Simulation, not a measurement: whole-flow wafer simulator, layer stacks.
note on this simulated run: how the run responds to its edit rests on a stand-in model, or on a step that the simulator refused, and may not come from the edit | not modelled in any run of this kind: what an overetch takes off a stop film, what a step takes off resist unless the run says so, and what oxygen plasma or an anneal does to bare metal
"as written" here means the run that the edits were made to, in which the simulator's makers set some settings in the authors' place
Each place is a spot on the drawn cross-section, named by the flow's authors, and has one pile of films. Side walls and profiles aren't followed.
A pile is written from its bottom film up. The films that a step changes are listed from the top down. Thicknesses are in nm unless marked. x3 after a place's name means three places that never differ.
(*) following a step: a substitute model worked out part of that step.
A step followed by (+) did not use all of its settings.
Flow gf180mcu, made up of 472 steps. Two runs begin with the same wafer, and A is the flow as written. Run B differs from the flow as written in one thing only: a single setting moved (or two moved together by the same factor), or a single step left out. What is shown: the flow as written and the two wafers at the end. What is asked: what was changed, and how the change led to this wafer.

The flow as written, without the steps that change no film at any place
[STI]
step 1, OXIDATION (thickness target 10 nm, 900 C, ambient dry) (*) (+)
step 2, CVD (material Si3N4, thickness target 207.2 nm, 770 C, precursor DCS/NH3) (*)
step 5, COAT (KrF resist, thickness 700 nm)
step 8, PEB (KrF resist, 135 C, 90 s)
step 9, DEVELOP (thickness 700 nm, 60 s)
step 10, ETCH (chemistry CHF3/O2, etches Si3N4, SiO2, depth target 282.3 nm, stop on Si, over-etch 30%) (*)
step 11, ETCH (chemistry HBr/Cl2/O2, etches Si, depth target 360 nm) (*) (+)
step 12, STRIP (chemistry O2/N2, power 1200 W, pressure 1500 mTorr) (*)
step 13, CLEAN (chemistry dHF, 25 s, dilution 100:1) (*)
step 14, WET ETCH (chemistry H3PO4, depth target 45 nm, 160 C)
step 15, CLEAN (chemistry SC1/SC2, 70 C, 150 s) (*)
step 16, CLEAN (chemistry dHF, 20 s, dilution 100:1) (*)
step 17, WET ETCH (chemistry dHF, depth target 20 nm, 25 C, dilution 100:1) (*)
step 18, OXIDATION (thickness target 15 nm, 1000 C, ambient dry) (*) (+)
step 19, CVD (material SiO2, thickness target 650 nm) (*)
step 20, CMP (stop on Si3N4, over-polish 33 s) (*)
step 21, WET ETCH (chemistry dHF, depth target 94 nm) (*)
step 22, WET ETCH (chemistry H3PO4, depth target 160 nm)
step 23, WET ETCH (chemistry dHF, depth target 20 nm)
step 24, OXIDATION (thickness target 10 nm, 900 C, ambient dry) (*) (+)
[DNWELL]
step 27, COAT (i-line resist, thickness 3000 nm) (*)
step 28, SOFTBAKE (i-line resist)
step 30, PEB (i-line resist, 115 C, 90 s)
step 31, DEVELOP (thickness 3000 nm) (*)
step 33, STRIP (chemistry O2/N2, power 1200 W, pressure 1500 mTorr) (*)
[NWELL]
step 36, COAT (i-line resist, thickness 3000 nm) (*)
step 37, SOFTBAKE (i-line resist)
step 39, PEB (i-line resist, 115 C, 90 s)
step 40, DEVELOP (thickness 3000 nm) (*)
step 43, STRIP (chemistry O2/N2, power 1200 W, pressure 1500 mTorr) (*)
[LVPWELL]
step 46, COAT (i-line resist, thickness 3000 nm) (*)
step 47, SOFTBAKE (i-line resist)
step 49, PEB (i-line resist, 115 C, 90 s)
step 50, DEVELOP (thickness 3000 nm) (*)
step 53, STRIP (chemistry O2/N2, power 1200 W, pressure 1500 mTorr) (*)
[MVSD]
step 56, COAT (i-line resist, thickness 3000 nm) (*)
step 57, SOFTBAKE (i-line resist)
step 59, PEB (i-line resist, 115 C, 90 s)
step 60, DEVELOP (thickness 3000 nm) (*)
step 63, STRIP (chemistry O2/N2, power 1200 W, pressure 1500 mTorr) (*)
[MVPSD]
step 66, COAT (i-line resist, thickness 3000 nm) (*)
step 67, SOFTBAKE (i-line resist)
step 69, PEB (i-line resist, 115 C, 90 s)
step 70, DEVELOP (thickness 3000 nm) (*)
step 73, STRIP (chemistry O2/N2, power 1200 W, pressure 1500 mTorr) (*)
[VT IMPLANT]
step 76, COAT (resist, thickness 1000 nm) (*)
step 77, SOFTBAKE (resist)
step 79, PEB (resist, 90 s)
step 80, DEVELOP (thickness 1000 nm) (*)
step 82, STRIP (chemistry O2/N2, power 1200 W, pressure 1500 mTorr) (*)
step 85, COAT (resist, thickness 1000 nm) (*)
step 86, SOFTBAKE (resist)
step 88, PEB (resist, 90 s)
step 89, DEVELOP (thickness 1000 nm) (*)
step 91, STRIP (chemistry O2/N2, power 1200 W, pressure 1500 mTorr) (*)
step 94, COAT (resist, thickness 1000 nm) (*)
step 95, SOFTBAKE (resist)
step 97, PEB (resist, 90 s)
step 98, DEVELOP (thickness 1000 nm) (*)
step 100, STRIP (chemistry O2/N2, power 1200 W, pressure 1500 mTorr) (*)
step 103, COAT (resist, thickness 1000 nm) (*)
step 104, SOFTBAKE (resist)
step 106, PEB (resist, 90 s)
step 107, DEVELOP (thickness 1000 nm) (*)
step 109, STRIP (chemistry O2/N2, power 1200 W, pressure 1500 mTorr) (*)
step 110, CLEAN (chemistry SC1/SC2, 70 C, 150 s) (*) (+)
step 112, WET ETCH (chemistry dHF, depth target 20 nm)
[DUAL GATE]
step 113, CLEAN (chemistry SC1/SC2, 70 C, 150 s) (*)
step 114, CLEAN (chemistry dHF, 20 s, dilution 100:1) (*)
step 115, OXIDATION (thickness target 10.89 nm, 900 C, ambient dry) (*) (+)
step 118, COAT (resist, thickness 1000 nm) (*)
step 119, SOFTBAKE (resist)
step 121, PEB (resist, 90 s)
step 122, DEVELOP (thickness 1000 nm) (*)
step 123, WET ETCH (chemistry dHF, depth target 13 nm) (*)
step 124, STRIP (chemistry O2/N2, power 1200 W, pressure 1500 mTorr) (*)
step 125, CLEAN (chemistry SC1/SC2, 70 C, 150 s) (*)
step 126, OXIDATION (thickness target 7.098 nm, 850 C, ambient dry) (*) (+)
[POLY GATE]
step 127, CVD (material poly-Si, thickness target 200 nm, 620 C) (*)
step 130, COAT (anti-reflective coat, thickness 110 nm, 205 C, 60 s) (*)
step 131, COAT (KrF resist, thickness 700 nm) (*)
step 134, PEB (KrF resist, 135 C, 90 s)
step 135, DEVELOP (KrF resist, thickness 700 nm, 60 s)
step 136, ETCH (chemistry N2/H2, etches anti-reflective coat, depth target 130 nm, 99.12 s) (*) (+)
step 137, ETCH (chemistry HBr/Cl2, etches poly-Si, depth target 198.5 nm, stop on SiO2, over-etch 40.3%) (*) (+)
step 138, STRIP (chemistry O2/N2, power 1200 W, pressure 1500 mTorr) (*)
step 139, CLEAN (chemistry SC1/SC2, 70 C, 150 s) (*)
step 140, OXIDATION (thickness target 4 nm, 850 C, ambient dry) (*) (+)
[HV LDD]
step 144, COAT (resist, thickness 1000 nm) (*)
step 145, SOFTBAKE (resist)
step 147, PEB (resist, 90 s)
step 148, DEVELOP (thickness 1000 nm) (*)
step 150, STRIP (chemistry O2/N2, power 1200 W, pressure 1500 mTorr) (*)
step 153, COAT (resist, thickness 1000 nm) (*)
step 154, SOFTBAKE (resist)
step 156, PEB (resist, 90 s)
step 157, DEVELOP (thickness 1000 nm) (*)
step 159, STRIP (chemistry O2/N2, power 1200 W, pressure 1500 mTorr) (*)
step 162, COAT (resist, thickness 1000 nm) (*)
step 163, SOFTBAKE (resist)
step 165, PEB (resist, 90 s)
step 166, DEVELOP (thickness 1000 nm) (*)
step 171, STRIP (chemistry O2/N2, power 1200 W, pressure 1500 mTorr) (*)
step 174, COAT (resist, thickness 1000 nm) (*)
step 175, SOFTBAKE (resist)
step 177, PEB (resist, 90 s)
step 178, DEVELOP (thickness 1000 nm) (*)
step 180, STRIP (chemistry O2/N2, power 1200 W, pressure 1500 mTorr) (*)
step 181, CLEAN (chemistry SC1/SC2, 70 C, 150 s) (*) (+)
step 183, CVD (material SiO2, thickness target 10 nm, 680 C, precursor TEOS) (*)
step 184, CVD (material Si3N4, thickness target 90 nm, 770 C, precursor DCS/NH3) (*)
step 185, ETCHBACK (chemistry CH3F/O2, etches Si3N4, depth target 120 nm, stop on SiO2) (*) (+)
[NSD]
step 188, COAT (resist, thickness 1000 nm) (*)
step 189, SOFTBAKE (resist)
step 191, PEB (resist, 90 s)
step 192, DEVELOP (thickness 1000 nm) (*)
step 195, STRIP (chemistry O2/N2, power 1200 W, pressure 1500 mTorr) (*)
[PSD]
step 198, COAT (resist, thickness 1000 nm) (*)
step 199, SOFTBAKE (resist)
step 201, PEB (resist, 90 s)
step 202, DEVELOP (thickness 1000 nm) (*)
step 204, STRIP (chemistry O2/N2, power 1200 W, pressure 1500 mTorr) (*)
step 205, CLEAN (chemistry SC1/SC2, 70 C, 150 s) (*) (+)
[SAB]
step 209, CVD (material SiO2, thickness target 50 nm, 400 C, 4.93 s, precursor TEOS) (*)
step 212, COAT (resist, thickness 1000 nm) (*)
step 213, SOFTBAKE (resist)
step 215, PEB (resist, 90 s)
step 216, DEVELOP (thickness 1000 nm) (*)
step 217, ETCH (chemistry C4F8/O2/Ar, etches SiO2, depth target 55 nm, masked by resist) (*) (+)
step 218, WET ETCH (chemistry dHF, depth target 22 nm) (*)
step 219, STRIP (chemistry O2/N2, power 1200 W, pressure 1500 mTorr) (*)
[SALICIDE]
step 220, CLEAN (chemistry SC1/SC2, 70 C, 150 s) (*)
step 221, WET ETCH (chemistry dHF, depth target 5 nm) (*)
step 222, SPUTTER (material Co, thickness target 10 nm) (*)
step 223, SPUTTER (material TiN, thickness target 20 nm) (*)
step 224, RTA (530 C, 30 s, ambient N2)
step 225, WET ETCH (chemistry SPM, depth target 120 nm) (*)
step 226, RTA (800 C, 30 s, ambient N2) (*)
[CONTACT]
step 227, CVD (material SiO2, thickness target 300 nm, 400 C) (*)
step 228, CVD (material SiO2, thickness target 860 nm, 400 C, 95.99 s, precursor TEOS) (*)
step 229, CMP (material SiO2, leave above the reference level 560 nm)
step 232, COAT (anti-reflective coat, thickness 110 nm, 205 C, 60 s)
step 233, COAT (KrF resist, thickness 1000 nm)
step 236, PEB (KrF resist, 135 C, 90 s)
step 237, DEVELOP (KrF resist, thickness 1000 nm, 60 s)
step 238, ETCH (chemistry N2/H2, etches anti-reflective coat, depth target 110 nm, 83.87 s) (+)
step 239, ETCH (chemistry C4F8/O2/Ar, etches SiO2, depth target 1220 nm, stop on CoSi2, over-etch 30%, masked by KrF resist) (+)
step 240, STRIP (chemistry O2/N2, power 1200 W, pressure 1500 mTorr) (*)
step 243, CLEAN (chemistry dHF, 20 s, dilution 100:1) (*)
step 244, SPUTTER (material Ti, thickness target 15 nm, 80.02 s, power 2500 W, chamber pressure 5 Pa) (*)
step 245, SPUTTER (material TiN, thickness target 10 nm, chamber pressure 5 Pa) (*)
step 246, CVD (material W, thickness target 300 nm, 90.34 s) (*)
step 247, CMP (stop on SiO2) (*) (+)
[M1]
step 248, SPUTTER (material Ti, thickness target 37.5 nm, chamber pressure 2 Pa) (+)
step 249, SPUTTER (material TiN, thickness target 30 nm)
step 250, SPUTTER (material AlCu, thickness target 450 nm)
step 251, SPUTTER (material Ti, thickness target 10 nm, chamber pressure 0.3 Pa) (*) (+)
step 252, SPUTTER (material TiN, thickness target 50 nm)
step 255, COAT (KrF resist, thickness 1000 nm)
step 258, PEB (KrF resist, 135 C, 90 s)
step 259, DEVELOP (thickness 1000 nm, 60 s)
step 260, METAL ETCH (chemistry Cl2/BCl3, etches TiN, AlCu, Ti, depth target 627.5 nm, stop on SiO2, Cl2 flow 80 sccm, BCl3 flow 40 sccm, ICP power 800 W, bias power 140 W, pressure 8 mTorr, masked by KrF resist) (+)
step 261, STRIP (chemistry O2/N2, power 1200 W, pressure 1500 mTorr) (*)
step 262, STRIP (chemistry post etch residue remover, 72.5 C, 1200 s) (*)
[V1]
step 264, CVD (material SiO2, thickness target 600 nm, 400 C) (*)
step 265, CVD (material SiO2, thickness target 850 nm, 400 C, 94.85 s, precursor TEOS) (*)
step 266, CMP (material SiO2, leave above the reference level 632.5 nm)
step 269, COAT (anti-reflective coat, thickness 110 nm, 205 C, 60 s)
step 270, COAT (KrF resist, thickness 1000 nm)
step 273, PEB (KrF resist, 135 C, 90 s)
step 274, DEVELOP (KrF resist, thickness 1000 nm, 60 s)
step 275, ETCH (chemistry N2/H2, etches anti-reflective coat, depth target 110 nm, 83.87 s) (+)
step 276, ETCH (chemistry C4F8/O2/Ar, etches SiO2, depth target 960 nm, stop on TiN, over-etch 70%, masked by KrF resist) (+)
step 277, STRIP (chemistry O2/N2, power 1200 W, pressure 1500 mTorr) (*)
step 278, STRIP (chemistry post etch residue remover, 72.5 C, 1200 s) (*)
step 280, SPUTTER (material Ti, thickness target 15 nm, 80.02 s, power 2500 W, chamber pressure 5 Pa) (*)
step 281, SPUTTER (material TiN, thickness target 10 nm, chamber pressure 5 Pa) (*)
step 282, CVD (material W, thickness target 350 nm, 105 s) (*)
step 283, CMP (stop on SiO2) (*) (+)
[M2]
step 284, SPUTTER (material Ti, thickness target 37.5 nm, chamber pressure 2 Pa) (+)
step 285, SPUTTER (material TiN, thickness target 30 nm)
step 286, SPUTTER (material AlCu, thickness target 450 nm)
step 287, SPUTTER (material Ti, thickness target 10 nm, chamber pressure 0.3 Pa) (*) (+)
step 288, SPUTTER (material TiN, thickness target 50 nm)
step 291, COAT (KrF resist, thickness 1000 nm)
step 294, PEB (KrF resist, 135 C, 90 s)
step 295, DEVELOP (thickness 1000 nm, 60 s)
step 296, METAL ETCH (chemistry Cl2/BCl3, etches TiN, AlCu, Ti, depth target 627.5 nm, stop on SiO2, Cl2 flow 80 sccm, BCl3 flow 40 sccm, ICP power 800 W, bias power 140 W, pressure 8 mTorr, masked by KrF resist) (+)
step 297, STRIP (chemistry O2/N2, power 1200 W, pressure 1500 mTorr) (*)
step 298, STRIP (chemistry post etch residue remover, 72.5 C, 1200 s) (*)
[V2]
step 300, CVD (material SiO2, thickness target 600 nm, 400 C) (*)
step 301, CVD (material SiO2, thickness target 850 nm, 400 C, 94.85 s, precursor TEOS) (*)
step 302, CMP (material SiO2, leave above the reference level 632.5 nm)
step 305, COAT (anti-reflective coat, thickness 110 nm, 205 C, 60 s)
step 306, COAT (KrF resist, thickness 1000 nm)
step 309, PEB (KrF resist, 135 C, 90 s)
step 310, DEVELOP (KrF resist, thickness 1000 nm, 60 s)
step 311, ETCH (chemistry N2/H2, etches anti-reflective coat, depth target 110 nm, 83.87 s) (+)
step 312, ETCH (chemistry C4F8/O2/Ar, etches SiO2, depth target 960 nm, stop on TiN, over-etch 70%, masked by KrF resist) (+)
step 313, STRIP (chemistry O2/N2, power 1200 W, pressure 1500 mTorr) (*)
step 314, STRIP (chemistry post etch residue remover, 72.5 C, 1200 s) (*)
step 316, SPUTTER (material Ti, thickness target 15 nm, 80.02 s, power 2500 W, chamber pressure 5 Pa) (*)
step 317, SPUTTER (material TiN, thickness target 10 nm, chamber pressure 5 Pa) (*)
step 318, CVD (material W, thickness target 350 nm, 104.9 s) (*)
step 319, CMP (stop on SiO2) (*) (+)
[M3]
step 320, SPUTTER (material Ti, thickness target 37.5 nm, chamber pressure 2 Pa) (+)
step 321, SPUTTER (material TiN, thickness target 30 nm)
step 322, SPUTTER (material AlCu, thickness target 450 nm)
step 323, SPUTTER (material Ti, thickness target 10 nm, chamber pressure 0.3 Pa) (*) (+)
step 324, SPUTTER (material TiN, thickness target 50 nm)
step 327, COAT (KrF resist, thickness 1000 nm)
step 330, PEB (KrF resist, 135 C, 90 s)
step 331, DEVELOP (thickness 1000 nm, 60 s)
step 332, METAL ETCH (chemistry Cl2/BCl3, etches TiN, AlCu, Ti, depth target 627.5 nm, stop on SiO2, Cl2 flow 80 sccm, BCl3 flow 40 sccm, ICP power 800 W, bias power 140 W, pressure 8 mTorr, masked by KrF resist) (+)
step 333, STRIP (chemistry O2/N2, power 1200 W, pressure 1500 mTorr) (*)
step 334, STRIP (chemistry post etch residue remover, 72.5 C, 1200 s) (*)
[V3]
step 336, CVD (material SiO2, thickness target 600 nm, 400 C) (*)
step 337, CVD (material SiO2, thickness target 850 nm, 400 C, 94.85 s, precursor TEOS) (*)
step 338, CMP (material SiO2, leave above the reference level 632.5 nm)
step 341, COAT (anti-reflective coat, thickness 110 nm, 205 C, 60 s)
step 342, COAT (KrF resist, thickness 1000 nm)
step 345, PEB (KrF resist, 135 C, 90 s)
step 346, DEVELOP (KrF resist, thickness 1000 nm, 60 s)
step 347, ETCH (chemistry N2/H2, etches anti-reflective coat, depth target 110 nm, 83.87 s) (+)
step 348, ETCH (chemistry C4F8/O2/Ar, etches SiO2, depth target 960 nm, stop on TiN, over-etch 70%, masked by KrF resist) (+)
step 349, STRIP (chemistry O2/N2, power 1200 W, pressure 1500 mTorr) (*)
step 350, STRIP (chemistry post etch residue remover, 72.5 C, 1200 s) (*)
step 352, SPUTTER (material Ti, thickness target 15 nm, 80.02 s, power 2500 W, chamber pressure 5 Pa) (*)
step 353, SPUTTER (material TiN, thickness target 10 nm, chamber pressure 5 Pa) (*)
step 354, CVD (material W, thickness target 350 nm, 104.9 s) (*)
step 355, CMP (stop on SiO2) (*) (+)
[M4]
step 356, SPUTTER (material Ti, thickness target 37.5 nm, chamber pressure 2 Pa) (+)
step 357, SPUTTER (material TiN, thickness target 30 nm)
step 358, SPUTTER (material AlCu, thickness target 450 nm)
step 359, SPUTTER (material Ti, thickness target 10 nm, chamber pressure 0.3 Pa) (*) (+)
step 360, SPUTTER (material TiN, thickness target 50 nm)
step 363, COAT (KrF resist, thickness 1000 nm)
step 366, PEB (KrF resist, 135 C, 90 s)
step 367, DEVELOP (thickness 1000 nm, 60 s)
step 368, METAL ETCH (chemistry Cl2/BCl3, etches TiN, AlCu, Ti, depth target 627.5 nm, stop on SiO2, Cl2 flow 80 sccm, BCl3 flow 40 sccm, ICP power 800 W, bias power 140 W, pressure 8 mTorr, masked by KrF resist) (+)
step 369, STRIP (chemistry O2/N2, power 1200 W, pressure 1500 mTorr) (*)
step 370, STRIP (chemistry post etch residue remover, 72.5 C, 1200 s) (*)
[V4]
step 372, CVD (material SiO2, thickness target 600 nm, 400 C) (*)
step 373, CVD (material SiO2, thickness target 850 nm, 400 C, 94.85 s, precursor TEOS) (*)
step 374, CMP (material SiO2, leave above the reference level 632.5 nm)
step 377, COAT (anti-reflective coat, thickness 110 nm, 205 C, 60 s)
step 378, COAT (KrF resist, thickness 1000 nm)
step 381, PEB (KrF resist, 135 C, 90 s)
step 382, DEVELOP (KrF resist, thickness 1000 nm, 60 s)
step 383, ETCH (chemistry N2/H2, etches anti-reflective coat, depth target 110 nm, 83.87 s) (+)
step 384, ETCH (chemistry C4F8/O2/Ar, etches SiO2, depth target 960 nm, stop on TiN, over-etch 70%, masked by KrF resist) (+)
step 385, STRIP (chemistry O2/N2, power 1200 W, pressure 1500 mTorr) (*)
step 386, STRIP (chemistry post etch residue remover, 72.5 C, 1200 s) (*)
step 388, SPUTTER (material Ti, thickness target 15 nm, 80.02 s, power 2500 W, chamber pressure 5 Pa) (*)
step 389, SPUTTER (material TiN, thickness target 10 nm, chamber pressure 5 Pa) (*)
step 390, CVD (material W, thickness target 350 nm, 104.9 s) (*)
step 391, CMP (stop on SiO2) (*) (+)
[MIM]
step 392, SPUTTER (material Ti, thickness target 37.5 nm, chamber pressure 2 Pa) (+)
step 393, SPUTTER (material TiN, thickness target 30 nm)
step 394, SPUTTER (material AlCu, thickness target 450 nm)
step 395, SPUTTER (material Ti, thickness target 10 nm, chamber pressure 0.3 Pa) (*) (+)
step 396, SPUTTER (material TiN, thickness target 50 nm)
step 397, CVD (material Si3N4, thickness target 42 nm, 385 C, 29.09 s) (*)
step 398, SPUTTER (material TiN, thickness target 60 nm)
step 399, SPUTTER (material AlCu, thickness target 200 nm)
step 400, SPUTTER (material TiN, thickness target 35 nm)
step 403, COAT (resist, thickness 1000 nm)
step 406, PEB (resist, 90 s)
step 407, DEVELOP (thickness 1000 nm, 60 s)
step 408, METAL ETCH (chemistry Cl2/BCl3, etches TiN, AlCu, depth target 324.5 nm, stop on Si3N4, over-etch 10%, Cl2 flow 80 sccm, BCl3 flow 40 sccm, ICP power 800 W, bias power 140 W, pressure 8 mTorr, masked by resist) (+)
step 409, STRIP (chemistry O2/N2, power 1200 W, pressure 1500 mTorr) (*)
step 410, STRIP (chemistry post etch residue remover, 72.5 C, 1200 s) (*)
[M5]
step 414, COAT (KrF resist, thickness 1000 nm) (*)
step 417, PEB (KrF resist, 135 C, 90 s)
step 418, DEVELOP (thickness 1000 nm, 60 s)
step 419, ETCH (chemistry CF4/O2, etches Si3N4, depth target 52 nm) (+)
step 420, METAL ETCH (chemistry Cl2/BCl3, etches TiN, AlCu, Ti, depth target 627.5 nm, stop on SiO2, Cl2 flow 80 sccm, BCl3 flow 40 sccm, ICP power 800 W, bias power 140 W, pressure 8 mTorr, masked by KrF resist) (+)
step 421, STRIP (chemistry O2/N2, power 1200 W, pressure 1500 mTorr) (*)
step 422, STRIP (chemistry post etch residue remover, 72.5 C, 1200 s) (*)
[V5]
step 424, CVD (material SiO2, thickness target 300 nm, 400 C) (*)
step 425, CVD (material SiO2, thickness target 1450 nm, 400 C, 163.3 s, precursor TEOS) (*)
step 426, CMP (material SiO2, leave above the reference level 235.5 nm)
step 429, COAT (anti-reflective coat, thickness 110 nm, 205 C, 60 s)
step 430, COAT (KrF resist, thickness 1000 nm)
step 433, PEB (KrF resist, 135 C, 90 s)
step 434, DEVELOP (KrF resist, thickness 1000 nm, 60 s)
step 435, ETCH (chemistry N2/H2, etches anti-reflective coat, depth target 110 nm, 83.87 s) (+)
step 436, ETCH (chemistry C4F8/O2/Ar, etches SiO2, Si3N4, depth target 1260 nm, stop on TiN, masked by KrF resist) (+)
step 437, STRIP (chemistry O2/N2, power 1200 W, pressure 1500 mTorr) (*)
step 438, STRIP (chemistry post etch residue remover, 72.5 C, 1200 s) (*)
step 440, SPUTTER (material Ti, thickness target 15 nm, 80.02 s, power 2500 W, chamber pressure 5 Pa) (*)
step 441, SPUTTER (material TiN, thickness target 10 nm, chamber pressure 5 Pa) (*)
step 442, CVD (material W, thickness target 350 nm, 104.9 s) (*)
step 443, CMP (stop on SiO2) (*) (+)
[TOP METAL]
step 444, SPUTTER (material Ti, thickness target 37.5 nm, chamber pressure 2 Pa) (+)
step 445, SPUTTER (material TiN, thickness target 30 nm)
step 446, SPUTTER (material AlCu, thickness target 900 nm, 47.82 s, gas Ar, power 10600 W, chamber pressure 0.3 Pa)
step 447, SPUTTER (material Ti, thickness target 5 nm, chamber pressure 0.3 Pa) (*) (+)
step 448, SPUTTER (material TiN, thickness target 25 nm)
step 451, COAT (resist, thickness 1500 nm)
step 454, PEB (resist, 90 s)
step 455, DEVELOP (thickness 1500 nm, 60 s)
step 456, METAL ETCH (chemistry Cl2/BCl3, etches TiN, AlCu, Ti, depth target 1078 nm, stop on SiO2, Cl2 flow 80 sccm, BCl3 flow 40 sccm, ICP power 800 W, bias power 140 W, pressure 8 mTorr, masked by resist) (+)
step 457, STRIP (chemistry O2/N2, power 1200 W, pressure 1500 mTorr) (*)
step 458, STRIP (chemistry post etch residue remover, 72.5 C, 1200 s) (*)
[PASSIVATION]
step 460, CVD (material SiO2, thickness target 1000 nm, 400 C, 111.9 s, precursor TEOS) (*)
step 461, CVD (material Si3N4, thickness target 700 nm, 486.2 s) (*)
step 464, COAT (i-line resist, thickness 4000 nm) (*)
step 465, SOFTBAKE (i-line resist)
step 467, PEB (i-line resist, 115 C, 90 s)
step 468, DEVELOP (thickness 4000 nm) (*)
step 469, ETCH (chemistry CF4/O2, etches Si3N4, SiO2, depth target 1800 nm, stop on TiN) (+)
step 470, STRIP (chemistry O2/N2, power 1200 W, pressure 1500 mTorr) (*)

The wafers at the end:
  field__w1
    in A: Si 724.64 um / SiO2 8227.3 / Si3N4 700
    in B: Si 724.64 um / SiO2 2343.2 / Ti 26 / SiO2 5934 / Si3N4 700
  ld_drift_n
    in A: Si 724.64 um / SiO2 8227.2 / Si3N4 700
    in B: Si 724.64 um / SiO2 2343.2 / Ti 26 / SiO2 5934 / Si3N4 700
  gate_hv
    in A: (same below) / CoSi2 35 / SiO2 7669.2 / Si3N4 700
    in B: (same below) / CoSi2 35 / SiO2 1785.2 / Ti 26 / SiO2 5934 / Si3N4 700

The reason: step 286, SPUTTER: thickness target 526 nm was run, though the flow has thickness target 450 nm.

How this came from the change, step by step:
  step 286, SPUTTER (material AlCu, thickness target 450 nm)
      field, field__w1, field__w2 and 108 more: A +450 AlCu (new film) | B +526 AlCu (new film)
  step 296, METAL ETCH (chemistry Cl2/BCl3, etches TiN, AlCu, Ti, depth target 627.5 nm, stop on SiO2, Cl2 flow 80 sccm, BCl3 flow 40 sccm, ICP power 800 W, bias power 140 W, pressure 8 mTorr, masked by KrF resist) (+)
      field, field__w1, field__w2 and 103 more: A -50 TiN (all of it), -10 Ti (all of it), -450 AlCu (all of it), -30 TiN (all of it), -37.5 Ti (all of it) | B -50 TiN (all of it), -10 Ti (all of it), -526 AlCu (all of it), -30 TiN (all of it), -11.5 Ti
  step 300, CVD (material SiO2, thickness target 600 nm, 400 C) (*)
      field, field__w1, field__w2 and 103 more: A +600 SiO2 | B +600 SiO2 (new film)
  step 302, CMP (material SiO2, leave above the reference level 632.5 nm)
      field, field__w1, field__w2 and 103 more: A -300 SiO2 | B -250 SiO2
Taking metal films that touch as one body, field__w1 has 1 body; the flow as written gives 0 bodies.
Taking metal films that touch as one body, ld_drift_n has 1 body; the flow as written gives 0 bodies.
Taking metal films that touch as one body, gate_hv has 2 bodies (between them, from the top down: SiO2 1785.2); the flow as written gives 1 body.
